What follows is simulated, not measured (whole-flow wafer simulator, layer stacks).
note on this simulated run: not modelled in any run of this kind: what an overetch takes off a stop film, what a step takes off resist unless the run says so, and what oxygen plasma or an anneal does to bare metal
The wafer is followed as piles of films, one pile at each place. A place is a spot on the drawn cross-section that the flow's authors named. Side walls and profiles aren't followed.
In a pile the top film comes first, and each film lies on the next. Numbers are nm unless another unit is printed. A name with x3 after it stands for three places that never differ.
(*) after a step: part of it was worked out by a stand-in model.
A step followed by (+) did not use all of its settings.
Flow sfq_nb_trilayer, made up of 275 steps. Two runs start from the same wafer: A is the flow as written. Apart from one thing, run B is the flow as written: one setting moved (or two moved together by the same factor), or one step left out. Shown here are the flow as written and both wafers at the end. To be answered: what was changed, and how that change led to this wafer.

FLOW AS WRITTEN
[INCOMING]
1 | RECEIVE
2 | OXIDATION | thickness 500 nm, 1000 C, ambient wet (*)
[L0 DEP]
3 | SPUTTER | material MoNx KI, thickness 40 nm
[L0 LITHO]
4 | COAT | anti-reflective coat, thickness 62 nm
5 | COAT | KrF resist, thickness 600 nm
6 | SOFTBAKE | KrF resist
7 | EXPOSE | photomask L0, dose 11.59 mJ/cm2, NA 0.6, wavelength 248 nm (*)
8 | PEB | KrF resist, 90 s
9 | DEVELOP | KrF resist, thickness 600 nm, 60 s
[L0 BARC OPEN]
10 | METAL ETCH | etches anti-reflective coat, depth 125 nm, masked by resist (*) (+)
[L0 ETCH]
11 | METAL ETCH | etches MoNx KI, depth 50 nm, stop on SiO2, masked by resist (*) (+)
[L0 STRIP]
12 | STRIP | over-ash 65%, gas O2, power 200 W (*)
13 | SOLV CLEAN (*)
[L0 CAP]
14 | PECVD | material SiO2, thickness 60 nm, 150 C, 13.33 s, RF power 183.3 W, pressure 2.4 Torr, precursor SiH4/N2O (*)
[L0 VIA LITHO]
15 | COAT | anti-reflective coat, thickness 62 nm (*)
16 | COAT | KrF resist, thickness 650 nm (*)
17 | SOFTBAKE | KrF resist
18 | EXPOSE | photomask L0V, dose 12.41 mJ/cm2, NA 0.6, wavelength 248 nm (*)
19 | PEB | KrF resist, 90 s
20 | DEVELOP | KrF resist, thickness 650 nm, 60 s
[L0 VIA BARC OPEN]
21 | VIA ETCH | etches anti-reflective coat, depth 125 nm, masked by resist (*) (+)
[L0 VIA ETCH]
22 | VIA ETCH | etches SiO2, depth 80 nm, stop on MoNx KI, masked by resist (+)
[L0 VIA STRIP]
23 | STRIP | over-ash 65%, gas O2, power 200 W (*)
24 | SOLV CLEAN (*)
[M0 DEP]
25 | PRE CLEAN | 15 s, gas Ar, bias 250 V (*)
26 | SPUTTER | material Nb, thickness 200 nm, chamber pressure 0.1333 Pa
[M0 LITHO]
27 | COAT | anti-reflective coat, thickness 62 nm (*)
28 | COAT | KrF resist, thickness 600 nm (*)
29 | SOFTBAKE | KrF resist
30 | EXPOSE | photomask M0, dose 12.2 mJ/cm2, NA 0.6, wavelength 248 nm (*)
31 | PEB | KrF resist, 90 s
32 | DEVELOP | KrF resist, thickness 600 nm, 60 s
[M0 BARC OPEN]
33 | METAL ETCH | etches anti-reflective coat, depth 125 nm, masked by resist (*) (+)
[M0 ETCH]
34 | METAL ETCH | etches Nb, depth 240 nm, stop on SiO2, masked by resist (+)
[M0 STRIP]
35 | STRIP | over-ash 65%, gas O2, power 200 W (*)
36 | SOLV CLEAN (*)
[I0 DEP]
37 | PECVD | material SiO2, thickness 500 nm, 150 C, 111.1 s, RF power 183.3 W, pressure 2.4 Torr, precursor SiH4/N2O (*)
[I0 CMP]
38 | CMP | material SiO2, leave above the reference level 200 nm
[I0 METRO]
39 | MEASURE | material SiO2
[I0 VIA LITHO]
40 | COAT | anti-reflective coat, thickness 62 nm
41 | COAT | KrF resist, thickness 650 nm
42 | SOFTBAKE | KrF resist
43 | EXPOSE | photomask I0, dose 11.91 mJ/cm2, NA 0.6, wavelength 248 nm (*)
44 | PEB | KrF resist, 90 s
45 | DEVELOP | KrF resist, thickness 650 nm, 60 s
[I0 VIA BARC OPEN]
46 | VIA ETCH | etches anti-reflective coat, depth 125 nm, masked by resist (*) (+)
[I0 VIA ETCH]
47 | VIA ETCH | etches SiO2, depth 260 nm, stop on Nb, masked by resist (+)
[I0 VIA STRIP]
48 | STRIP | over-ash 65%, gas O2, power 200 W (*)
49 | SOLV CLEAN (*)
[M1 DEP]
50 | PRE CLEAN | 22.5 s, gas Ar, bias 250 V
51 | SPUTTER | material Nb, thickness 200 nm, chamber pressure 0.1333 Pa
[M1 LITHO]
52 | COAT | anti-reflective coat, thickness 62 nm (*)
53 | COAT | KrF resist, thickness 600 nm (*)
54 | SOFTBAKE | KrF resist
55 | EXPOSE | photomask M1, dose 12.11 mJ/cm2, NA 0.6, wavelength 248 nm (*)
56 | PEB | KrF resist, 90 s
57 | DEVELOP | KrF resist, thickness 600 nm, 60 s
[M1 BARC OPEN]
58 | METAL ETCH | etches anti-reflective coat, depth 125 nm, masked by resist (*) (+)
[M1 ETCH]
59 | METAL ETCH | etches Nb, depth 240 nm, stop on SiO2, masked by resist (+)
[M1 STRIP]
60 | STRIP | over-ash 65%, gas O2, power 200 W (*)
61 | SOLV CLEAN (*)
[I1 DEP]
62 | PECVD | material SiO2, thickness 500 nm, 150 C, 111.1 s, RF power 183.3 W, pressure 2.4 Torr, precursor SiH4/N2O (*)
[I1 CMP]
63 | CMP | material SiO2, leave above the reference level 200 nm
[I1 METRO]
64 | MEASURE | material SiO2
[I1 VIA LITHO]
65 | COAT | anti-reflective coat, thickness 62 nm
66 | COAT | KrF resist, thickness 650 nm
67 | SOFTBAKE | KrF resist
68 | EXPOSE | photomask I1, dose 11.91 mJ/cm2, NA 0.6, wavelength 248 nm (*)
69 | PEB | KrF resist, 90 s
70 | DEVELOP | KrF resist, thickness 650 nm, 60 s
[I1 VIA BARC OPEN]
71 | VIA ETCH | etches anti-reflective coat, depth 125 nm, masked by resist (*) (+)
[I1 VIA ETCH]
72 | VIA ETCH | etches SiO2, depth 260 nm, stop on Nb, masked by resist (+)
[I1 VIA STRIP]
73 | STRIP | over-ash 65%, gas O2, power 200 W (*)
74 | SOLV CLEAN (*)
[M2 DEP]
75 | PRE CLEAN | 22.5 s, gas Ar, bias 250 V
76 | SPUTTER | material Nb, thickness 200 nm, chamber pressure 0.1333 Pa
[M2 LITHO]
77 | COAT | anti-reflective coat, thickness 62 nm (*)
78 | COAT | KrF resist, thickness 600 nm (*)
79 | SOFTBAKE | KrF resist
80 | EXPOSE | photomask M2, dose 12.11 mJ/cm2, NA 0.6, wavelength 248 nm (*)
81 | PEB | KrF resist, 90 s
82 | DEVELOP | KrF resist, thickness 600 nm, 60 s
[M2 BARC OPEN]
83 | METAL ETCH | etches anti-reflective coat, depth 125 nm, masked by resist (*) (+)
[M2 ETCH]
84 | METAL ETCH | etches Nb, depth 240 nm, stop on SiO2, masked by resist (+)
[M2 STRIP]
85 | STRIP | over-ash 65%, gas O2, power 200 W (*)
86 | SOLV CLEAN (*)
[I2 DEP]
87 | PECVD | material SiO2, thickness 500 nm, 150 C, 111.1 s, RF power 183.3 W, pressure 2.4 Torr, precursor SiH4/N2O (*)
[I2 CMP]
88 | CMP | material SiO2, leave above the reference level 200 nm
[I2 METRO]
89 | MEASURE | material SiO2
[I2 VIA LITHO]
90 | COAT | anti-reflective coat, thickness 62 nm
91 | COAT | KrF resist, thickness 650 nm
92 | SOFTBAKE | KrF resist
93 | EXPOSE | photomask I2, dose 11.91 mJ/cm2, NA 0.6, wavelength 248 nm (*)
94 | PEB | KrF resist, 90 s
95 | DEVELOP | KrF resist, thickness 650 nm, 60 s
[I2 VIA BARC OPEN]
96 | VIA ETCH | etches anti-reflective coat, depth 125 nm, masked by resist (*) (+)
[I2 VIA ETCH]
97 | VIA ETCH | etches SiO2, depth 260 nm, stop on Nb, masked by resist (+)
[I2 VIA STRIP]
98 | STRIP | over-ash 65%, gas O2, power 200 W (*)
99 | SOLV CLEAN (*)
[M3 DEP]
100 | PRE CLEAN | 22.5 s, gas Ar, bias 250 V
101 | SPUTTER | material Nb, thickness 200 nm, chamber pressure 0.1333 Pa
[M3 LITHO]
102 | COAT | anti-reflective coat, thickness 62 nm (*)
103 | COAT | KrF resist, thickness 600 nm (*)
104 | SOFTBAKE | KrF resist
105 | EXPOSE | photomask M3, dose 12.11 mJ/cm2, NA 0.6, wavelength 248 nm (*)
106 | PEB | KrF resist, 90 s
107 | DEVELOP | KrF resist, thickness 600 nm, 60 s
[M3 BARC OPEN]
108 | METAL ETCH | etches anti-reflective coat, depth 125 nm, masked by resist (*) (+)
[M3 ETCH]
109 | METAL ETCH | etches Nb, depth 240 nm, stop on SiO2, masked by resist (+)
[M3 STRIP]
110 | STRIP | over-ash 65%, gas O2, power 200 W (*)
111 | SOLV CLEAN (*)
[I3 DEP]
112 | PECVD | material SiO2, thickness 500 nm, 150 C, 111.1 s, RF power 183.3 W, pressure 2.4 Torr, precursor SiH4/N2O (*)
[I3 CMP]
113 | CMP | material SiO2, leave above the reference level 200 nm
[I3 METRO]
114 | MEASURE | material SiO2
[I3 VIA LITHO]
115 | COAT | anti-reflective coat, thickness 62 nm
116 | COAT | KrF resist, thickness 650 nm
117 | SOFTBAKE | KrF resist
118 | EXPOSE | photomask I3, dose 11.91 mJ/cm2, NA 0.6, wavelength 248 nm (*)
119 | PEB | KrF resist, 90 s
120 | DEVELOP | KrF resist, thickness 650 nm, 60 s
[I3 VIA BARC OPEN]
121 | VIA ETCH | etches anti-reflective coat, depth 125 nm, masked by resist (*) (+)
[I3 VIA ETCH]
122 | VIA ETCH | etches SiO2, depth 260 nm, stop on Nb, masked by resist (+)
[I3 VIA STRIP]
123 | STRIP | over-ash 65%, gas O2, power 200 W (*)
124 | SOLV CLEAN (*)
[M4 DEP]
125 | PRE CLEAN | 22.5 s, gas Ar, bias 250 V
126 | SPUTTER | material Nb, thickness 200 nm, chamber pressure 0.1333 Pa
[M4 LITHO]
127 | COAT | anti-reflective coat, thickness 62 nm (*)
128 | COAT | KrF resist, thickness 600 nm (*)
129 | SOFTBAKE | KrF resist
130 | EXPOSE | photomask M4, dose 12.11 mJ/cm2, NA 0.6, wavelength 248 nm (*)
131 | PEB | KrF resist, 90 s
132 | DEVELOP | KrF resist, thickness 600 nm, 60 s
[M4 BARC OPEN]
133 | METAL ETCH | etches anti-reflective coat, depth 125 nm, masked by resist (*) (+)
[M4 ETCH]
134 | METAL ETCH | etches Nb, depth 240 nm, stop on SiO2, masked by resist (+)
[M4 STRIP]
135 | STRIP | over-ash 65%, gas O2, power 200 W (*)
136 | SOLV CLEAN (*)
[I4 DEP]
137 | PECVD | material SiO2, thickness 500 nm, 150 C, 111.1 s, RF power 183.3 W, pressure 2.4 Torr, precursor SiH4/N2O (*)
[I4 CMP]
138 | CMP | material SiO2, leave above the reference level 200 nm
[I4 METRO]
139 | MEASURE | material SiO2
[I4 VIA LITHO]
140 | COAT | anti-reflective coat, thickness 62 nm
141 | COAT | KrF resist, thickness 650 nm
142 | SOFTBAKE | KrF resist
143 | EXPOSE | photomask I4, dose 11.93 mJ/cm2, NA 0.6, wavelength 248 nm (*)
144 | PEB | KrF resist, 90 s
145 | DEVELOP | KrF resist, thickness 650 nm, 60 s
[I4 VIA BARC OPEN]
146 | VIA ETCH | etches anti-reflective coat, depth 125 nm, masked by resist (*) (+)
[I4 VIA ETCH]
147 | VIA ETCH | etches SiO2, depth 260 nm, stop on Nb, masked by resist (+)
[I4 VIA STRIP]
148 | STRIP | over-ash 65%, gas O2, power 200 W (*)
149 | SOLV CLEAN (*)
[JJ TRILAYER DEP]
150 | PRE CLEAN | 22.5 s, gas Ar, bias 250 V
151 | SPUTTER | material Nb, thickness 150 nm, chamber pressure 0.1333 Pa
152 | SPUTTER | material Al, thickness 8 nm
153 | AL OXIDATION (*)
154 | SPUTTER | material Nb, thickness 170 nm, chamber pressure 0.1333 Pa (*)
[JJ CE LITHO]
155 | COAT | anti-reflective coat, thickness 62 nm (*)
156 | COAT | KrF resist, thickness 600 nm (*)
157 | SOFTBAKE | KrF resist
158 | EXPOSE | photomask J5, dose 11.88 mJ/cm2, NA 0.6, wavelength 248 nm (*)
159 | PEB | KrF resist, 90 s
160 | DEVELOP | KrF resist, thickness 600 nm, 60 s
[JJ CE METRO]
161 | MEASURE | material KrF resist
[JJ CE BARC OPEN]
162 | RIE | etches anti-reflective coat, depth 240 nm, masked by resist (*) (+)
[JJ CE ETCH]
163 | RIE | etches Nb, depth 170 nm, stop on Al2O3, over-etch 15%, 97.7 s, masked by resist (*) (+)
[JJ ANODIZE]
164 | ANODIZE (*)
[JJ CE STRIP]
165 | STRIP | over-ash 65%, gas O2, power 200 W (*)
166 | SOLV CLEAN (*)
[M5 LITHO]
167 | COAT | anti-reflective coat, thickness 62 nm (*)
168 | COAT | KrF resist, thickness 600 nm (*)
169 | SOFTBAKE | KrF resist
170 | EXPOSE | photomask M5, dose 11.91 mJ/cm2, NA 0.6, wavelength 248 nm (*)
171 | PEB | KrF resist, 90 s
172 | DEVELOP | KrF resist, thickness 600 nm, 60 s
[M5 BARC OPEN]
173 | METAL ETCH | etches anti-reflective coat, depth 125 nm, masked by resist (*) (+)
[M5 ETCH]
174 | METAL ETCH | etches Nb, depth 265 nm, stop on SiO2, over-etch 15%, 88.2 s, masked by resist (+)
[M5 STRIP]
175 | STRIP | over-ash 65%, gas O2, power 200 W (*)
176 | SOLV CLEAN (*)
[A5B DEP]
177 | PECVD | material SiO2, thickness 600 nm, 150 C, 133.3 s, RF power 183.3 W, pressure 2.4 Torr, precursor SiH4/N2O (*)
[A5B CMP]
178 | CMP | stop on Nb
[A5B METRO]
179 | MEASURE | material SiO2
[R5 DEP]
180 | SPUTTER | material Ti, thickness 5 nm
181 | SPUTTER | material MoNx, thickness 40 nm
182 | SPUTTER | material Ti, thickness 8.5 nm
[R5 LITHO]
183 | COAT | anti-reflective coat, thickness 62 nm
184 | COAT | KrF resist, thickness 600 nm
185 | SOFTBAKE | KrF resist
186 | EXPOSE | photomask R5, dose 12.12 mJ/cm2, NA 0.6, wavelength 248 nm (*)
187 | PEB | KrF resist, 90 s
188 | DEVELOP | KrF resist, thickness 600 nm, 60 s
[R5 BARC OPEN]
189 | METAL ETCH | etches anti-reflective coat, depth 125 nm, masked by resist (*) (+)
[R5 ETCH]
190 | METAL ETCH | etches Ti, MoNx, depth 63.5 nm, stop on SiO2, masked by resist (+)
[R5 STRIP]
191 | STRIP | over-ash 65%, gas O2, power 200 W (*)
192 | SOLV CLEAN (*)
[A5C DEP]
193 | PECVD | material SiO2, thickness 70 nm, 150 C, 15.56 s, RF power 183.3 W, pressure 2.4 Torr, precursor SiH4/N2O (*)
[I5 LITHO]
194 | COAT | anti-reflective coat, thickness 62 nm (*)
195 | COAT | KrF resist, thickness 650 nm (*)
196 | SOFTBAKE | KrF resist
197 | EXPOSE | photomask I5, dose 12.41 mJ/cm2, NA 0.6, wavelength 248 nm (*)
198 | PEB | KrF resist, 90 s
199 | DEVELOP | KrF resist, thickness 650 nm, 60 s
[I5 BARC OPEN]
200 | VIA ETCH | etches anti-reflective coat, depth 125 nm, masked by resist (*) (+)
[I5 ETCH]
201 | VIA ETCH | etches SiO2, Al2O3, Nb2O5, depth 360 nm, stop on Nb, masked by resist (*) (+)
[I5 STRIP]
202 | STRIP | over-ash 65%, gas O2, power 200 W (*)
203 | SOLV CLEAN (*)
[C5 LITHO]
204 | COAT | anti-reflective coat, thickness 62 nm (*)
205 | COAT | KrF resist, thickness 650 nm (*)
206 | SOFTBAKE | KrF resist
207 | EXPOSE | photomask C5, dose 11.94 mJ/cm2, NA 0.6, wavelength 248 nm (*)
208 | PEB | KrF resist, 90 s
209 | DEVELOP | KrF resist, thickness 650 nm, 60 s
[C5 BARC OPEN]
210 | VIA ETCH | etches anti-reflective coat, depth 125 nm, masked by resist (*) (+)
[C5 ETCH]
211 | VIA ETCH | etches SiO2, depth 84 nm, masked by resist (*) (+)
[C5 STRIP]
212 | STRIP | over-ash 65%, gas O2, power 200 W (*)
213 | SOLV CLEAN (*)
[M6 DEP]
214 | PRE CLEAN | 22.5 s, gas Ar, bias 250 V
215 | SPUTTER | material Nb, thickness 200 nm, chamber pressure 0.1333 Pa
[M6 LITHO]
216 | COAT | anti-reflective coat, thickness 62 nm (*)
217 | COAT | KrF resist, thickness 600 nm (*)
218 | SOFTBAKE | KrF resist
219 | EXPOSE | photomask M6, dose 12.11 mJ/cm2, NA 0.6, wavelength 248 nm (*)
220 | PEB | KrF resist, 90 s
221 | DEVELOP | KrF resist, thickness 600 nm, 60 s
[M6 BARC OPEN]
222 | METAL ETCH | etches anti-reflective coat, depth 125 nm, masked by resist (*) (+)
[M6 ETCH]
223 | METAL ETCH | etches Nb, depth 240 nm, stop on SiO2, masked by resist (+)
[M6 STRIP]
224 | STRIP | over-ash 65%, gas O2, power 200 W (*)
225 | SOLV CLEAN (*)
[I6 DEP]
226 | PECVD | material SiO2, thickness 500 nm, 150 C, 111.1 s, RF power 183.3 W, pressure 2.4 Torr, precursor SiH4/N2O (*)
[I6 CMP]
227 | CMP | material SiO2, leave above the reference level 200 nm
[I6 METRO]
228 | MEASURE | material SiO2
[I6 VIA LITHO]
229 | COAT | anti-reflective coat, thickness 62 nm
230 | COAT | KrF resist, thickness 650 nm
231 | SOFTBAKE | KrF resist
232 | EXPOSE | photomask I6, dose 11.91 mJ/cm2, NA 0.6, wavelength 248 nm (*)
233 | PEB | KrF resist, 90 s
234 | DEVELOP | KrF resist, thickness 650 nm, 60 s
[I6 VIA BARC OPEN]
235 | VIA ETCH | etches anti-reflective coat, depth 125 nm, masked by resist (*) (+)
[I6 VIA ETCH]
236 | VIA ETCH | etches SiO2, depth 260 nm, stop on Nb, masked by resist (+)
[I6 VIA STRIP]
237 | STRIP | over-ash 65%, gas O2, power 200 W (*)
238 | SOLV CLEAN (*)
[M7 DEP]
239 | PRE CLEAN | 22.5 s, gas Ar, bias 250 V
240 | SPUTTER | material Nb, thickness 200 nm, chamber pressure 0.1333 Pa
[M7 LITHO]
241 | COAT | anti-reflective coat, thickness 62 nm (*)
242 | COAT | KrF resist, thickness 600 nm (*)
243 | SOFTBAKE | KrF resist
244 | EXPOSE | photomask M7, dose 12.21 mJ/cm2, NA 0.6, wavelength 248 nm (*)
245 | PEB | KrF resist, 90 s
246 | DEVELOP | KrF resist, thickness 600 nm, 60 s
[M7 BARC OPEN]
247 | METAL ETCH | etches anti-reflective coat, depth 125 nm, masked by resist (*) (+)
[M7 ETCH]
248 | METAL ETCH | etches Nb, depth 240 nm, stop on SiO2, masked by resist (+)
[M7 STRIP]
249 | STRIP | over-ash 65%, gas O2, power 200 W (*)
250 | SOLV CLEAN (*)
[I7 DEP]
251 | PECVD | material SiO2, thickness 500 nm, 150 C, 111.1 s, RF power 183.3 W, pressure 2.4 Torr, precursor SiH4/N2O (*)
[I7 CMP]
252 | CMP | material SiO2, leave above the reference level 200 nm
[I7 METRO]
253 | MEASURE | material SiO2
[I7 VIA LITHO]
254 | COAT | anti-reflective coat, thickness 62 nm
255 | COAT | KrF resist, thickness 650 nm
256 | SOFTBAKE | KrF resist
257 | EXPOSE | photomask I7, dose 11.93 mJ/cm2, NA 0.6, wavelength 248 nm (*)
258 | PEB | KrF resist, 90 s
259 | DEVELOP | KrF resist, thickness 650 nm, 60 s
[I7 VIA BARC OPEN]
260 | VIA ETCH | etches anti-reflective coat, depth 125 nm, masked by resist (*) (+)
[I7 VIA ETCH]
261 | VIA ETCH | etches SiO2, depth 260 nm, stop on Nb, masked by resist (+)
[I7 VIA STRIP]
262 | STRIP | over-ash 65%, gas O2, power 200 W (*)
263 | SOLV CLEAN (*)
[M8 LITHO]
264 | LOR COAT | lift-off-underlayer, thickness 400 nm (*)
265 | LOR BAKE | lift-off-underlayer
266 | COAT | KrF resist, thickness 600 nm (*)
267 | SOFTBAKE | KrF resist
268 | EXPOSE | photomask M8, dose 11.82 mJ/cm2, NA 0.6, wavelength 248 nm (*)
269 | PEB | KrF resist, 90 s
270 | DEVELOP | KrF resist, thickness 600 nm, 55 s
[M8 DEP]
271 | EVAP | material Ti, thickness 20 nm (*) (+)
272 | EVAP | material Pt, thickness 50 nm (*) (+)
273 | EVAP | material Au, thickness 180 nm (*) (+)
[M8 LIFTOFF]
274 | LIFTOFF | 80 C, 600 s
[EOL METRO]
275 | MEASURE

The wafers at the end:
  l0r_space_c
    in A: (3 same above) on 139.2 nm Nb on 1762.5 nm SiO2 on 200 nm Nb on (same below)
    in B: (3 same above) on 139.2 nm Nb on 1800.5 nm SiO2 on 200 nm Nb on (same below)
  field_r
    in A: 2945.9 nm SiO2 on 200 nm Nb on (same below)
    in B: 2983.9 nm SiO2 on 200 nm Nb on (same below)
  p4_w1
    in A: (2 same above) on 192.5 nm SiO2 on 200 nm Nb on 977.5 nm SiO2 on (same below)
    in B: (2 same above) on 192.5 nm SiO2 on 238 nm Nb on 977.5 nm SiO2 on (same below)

The reason: step 101, SPUTTER: thickness 238 nm was run, whereas the flow has thickness 200 nm.
The wafer lets one read it off: p4_w1 has Nb 238, and step 101 as written asks for 200 nm.

Step by step, how the change led to this:
  101 | SPUTTER | material Nb, thickness 200 nm, chamber pressure 0.1333 Pa
      field_l, v_sur, via_wl and 102 more: A +200 Nb (new film) | B +238 Nb (new film)
      via_w: A +165.5 Nb | B +197.4 Nb
  109 | METAL ETCH | etches Nb, depth 240 nm, stop on SiO2, masked by resist (+)
      field_l, be, be_sur and 72 more: A -200 Nb (all of it) | B -238 Nb (all of it)
  112 | PECVD | material SiO2, thickness 500 nm, 150 C, 111.1 s, RF power 183.3 W, pressure 2.4 Torr, precursor SiH4/N2O (*)
      p4_g1, p4_g2, p3_s0, p3_s1, p3_s2, p3_s3, p3_s4, p3_s5: A +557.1 SiO2 | B +595.1 SiO2
  113 | CMP | material SiO2, leave above the reference level 200 nm
      field_l, be, be_sur and 64 more: A -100 SiO2 | B -62 SiO2
